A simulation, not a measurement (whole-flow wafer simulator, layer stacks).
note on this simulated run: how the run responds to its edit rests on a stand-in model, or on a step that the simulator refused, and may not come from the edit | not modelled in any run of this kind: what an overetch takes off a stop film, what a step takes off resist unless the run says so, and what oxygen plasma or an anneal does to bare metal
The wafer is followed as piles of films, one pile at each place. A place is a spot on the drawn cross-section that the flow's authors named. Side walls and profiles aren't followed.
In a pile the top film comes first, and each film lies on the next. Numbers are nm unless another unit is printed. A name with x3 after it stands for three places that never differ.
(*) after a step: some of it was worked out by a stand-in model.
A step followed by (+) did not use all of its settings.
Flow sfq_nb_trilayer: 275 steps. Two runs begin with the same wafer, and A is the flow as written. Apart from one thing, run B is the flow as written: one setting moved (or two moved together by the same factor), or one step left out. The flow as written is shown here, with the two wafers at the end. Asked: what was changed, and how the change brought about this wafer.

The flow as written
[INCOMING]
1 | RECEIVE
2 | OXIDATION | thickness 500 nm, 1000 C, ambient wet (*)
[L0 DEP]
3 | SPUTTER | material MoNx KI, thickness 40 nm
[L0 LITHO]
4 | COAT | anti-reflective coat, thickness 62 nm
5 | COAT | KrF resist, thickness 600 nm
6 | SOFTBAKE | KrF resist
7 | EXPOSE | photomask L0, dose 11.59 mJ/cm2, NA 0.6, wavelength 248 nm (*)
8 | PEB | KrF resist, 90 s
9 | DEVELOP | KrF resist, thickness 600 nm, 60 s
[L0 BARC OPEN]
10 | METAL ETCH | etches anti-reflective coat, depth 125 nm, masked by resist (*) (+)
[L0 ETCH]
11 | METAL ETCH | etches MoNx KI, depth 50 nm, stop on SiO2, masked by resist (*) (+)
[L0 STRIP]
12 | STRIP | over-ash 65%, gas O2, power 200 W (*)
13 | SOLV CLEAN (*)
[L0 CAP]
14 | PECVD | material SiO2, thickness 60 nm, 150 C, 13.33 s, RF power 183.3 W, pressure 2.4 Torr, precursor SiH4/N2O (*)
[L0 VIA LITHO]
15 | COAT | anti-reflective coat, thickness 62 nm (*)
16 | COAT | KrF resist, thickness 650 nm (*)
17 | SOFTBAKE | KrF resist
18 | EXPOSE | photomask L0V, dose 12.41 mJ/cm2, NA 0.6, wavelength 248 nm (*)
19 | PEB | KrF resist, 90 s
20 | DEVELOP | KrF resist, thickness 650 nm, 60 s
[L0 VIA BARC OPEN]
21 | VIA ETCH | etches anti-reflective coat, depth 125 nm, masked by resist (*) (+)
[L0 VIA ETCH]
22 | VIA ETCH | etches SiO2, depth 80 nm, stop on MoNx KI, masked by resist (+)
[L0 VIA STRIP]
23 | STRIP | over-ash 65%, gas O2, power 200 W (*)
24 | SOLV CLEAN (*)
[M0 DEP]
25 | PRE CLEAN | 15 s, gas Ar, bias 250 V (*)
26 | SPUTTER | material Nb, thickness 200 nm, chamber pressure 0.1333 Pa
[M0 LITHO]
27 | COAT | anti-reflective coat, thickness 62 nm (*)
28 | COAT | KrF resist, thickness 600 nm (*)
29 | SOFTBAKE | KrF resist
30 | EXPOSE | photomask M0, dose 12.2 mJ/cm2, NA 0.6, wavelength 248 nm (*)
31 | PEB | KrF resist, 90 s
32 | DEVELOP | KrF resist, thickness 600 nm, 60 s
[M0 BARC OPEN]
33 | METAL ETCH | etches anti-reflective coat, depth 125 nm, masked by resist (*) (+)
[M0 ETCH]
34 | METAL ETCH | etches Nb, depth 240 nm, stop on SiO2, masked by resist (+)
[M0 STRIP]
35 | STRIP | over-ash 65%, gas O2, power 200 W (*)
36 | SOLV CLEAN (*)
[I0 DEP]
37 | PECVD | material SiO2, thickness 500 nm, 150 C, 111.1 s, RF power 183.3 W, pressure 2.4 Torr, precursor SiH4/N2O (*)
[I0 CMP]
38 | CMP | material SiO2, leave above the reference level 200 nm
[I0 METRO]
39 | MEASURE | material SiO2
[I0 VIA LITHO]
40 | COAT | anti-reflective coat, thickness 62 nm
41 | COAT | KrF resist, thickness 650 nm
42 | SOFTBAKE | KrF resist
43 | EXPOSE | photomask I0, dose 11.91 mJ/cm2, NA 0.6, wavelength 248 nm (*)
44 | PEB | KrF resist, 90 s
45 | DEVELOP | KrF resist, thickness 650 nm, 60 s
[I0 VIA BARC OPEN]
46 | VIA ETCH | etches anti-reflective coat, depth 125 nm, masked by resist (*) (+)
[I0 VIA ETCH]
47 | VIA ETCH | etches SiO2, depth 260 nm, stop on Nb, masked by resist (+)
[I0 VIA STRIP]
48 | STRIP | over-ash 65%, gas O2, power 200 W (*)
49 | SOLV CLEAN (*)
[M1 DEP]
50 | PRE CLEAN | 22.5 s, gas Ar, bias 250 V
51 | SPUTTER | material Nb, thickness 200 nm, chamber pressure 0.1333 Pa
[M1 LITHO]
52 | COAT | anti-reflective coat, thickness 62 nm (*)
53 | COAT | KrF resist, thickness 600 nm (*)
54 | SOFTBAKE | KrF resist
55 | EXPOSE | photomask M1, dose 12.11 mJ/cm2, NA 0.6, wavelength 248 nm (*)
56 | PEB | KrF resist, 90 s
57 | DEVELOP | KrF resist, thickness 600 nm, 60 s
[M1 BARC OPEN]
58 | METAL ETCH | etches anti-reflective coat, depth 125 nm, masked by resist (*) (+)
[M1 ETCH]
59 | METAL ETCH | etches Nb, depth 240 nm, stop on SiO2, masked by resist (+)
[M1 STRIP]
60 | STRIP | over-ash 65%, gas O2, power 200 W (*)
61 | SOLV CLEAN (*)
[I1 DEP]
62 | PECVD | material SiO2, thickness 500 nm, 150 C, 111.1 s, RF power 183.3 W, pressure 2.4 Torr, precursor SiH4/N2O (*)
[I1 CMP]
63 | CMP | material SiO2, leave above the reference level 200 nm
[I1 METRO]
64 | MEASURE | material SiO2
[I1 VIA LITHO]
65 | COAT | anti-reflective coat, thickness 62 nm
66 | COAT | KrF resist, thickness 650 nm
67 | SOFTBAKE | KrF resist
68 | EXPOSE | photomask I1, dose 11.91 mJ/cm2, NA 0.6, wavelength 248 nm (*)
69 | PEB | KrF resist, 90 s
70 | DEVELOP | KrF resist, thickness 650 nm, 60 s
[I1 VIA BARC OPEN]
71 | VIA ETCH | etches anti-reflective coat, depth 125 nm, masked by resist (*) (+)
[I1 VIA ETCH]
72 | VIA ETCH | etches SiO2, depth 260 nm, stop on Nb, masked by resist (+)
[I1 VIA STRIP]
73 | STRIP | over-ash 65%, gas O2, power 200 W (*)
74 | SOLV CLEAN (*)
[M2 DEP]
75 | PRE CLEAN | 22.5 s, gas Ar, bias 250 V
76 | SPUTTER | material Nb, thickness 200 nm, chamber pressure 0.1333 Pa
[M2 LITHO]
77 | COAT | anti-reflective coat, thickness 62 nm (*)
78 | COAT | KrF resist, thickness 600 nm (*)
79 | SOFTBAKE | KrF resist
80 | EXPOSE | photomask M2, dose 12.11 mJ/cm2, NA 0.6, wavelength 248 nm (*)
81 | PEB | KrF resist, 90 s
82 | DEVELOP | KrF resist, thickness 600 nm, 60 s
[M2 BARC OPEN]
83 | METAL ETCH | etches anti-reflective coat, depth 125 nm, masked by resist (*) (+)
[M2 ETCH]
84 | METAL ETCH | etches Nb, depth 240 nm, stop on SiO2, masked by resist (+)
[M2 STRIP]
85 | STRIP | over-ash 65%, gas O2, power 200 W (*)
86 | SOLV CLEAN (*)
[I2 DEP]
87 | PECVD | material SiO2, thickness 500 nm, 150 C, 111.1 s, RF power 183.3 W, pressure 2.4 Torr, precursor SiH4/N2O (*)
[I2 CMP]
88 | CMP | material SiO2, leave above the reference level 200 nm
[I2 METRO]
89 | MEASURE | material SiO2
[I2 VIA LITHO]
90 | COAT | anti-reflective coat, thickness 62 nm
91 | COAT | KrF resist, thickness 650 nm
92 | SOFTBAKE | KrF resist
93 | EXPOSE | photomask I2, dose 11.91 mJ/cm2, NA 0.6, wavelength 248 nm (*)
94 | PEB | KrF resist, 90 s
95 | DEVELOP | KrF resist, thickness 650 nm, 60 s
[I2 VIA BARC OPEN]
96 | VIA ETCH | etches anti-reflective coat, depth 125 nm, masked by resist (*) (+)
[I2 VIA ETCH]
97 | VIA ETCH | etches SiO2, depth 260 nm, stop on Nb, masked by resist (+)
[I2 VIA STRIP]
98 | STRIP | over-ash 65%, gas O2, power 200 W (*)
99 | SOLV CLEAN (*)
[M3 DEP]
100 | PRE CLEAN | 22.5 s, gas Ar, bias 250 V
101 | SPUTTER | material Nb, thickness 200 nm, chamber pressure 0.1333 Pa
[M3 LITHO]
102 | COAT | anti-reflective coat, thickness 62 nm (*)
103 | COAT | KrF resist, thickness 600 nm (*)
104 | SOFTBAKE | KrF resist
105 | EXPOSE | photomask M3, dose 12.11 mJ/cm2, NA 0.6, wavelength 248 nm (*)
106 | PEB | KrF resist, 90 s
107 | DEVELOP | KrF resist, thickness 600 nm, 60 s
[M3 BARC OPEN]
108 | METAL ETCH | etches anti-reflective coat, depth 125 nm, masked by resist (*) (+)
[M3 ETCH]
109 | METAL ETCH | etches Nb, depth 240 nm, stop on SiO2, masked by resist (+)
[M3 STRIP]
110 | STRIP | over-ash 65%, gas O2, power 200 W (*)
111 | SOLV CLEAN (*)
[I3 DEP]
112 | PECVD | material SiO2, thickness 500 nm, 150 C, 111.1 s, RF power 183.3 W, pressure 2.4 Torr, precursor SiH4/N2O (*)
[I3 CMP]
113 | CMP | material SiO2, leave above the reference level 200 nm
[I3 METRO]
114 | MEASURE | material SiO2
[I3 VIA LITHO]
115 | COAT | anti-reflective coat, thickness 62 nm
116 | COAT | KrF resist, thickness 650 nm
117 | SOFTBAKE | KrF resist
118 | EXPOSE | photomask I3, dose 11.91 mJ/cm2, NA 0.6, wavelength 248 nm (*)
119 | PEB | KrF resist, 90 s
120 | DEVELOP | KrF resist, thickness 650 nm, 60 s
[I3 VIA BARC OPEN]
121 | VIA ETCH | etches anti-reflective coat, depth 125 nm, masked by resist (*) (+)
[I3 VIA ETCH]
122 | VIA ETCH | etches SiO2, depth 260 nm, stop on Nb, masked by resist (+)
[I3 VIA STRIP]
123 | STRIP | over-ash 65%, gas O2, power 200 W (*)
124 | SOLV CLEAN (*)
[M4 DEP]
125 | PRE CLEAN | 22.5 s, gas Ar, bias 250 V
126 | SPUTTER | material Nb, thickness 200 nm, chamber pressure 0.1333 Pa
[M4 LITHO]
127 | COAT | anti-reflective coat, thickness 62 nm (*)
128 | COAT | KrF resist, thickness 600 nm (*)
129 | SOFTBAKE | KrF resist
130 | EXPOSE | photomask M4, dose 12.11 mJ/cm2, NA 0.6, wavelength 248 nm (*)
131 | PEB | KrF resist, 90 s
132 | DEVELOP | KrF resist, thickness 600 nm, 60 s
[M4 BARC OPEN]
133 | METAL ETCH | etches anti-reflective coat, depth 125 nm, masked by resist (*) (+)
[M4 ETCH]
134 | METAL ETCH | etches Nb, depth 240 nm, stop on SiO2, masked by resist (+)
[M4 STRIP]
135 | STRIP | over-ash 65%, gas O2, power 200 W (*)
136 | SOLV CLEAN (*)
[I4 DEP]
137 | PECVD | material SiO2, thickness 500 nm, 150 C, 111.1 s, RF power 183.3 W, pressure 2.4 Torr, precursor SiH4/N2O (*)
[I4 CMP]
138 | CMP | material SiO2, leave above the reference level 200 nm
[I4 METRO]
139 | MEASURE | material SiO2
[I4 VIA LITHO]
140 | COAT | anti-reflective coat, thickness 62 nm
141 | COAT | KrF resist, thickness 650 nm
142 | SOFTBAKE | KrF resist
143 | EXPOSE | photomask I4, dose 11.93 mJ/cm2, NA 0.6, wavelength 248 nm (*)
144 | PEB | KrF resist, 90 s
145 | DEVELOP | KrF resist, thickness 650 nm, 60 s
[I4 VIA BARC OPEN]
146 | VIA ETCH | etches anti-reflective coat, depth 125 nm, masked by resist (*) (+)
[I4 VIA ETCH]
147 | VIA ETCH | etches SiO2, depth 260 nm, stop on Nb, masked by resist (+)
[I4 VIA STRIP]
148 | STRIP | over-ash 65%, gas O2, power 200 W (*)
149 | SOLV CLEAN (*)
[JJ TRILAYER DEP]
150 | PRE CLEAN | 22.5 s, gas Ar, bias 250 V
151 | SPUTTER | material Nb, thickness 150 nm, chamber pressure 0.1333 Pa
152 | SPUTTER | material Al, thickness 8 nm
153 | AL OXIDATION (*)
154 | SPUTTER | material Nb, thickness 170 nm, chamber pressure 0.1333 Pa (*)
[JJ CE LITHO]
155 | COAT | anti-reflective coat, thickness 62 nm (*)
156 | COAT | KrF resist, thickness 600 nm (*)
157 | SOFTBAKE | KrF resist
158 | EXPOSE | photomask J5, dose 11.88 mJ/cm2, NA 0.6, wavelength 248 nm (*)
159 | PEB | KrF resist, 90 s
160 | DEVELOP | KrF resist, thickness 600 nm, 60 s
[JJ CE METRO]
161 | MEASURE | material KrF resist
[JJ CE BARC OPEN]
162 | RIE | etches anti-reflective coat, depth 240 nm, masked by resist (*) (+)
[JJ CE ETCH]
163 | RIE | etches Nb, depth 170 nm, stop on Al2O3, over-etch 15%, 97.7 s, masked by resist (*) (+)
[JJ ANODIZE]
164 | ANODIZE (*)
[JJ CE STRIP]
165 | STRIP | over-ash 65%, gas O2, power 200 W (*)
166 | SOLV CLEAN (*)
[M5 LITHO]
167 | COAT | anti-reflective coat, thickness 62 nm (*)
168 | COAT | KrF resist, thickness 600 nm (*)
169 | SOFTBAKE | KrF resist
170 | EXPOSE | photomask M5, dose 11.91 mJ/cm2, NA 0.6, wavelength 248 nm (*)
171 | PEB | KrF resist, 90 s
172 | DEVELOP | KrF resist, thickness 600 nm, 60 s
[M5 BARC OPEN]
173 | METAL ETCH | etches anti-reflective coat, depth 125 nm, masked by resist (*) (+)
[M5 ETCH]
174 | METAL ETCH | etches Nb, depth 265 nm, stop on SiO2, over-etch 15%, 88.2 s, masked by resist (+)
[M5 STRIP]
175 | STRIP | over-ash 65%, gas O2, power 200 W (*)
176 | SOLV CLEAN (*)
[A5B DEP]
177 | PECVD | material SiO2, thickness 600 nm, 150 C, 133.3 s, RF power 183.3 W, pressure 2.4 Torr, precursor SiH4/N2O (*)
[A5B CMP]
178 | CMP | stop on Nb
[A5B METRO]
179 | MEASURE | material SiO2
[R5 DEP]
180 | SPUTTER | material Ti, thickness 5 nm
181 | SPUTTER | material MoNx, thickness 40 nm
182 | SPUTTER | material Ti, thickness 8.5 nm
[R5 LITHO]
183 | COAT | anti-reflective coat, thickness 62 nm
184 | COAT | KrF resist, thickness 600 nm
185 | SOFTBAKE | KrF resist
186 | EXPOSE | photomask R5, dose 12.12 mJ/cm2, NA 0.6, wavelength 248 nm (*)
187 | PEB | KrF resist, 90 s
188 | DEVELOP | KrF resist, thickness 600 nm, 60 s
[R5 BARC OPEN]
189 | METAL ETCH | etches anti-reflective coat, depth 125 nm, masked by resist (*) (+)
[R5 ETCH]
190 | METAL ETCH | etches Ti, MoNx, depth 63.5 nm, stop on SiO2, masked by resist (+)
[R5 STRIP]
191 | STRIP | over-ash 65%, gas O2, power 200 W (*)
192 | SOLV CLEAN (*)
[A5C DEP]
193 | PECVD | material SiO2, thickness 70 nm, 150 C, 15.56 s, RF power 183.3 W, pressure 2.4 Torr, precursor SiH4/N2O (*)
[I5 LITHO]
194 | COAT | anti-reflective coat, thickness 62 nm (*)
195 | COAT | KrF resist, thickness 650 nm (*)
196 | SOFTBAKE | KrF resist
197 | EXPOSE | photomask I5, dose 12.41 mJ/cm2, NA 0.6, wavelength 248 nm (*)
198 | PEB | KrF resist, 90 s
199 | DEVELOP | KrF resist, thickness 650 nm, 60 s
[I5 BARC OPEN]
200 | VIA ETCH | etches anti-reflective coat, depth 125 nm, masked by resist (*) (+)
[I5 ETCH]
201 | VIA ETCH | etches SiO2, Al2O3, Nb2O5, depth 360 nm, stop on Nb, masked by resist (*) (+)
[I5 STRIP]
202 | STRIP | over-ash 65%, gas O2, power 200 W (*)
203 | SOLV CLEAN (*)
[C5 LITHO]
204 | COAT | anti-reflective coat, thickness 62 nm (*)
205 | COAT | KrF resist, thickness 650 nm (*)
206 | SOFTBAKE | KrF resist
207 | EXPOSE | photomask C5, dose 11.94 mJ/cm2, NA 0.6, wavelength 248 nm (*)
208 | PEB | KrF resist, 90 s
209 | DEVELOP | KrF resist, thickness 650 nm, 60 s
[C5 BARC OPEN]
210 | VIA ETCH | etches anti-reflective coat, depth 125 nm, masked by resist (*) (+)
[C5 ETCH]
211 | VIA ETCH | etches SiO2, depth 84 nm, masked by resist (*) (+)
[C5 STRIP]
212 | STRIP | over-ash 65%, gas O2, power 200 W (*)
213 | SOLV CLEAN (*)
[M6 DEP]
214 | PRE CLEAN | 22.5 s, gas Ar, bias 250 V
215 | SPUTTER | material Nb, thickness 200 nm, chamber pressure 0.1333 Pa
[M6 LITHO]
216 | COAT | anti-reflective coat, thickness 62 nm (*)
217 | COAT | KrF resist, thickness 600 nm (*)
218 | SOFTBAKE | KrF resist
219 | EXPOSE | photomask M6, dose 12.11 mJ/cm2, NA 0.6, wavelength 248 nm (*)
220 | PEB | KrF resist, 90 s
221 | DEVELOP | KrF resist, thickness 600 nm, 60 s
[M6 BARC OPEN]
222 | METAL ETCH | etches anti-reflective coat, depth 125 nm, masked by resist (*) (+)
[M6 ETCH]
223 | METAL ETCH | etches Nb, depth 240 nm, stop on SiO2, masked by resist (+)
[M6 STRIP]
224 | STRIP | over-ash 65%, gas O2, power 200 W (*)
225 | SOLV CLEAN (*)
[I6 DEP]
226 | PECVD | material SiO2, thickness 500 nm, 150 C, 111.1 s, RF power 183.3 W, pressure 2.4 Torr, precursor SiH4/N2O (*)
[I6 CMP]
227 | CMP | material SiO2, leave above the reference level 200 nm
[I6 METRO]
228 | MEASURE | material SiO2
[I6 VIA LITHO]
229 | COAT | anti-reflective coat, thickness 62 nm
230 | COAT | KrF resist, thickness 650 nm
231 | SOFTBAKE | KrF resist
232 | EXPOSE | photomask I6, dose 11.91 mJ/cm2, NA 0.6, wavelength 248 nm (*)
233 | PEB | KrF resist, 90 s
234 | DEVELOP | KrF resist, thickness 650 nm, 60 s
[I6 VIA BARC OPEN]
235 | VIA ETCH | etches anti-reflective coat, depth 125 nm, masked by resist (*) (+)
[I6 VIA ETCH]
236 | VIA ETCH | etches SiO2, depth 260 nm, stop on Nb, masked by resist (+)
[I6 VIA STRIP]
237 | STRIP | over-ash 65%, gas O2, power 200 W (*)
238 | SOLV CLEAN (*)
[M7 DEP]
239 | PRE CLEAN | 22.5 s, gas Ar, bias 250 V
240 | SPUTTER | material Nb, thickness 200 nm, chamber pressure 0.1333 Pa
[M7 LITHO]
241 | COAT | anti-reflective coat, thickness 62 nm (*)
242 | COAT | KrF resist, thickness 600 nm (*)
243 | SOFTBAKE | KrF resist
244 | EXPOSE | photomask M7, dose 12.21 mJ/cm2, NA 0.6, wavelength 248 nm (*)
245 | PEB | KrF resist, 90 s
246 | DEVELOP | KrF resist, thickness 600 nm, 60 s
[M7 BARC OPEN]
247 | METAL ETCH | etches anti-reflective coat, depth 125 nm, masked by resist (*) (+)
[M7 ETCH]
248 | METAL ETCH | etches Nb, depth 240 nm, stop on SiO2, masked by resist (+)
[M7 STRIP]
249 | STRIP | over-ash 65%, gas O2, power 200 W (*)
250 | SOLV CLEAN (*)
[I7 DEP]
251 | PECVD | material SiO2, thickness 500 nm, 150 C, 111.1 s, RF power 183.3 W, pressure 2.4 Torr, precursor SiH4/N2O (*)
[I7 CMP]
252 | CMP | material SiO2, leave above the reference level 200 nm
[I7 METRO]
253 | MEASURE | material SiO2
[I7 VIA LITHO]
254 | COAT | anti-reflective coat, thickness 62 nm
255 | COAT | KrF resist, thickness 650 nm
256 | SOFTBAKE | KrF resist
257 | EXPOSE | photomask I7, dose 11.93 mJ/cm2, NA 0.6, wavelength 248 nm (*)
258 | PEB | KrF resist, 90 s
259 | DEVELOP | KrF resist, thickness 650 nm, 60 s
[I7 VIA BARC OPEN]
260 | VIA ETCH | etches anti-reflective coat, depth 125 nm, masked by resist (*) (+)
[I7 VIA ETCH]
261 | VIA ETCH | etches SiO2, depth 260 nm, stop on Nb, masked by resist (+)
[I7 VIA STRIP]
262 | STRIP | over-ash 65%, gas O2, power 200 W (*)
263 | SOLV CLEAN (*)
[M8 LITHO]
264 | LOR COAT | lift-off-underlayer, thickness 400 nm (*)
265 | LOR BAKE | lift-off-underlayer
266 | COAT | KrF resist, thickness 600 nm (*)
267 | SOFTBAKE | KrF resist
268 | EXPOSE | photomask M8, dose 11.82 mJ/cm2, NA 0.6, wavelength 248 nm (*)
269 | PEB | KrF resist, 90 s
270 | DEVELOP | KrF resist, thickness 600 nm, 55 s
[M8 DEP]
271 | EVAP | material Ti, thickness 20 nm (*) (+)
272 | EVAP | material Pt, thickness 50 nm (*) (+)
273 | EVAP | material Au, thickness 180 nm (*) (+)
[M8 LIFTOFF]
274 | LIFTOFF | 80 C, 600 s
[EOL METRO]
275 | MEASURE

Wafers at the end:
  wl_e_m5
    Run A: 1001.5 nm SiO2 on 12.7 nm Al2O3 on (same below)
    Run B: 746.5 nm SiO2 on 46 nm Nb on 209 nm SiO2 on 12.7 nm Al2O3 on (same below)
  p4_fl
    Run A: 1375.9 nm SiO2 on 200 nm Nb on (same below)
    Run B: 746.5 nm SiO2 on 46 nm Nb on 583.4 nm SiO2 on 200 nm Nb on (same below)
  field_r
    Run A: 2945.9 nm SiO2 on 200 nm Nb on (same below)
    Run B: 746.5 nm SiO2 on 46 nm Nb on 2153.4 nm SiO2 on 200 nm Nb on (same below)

What caused this: step 223, METAL ETCH: depth 154 nm was run, while the flow as written has depth 240 nm.

The path from the change to this, step by step:
  223 | METAL ETCH | etches Nb, depth 240 nm, stop on SiO2, masked by resist (+)
      field_l, gap, moat and 76 more: A Nb loses 200 (all of it) | B Nb loses 154
      v_sur, via_wl, via_w and 24 more: A KrF resist loses 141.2 | B KrF resist loses 90.6
  224 | STRIP | over-ash 65%, gas O2, power 200 W (*)
      wl_j_sl, wl_j_sr: A KrF resist loses 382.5 (all of it), anti-reflective coat loses 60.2 (all of it) | B KrF resist loses 433.1 (all of it), anti-reflective coat loses 60.2 (all of it)
      wl_c_m6, wl_f_m6: A KrF resist loses 382.3 (all of it), anti-reflective coat loses 62 (all of it) | B KrF resist loses 432.9 (all of it), anti-reflective coat loses 62 (all of it)
      (also at 23 further places)
  226 | PECVD | material SiO2, thickness 500 nm, 150 C, 111.1 s, RF power 183.3 W, pressure 2.4 Torr, precursor SiH4/N2O (*)
      field_l, p4_fl, p4_fm and 62 more: A SiO2 gains 500 | B SiO2 gains 500 (new film)
      moat, field_r, lsp_l, ln_m5, lsp_m: A SiO2 gains 493.6 | B SiO2 gains 500 (new film)
      (also at 9 further places)
  227 | CMP | material SiO2, leave above the reference level 200 nm
      field_l, p4_fl, p4_fm and 59 more: A SiO2 loses 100 | B SiO2 loses 146
      moat, field_r, lsp_l, ln_m5, lsp_m: A SiO2 loses 93.6 | B SiO2 loses 146
      (also at 8 further places)
Taking metal films that touch as one body, wl_e_m5 has 7 bodies (between them, from the top down: SiO2 209 / Al2O3 12.7 / Nb2O5 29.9; SiO2 192.5; SiO2 192.5; SiO2 192.5; SiO2 192.5; SiO2 192.5); the flow as written gives 6 bodies (between them, from the top down: SiO2 192.5; SiO2 192.5; SiO2 192.5; SiO2 192.5; SiO2 192.5).
Taking metal films that touch as one body, p4_fl has 3 bodies (between them, from the top down: SiO2 583.4; SiO2 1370); the flow as written gives 2 bodies (between them, from the top down: SiO2 1370).
Taking metal films that touch as one body, field_r has 2 bodies (between them, from the top down: SiO2 2153.4); the flow as written gives 1 body.
